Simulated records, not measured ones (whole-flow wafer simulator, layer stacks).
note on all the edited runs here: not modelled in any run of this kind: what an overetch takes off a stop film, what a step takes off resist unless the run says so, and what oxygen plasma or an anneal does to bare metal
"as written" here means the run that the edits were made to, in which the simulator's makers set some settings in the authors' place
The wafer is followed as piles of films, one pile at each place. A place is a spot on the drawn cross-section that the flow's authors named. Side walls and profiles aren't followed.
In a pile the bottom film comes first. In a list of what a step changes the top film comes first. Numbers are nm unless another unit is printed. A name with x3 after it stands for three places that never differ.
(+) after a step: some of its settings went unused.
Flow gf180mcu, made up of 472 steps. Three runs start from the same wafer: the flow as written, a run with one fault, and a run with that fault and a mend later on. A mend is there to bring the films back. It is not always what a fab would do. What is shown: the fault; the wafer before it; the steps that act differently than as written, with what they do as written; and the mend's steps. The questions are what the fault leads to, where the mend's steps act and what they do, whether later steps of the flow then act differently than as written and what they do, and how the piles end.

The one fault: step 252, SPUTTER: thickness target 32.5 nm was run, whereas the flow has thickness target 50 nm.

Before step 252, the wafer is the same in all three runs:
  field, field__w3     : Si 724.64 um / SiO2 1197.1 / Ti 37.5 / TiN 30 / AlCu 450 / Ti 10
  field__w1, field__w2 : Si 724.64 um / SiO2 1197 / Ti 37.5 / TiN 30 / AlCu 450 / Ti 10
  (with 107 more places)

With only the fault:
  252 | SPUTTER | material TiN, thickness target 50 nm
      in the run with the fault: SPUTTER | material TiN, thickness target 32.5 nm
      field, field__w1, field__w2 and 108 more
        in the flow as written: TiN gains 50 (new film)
        in the run with the fault: TiN gains 32.5 (new film)
  Steps later in the flow that act otherwise than as written (4 other steps are not shown; they differ only slightly, by no more than 2% or 0.5 nm, whichever is larger):
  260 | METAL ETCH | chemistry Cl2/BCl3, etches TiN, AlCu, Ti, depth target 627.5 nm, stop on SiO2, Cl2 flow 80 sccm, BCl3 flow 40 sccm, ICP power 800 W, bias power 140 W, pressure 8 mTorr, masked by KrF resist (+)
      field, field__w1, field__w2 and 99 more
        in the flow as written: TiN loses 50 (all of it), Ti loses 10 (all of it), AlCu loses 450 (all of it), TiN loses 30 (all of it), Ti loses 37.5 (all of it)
        in the run with the fault: TiN loses 32.5 (all of it), Ti loses 10 (all of it), AlCu loses 450 (all of it), TiN loses 30 (all of it), Ti loses 37.5 (all of it)
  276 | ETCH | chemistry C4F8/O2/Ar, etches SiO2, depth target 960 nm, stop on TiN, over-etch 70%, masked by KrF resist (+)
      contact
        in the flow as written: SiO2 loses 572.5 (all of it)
        in the run with the fault: SiO2 loses 590 (all of it)
  By the end, the piles at field__w8, contact, m1 and 6 more depart from the flow's by more than 2% or 0.5 nm, whichever is larger.
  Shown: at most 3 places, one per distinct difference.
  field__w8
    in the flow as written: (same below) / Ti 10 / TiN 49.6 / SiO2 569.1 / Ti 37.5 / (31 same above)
    in the run with the fault: (same below) / Ti 10 / TiN 32.1 / SiO2 586.6 / Ti 37.5 / (31 same above)
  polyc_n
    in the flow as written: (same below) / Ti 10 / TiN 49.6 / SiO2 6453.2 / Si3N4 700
    in the run with the fault: (same below) / Ti 10 / TiN 32.1 / SiO2 6470.7 / Si3N4 700
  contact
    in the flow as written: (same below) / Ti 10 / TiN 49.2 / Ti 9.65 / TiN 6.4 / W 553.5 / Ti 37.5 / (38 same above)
    in the run with the fault: (same below) / Ti 10 / TiN 31.7 / Ti 9.55 / TiN 6.34 / W 571.2 / Ti 37.5 / (38 same above)

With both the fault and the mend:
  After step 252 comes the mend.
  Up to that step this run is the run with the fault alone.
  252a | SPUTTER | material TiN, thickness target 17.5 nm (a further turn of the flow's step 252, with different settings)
      field, field__w1, field__w2 and 108 more
        TiN gains 17.5
  Later steps of the flow that are run all act as written at every place that is followed.
  By the end, the piles equal the flow's at every place that both follow.
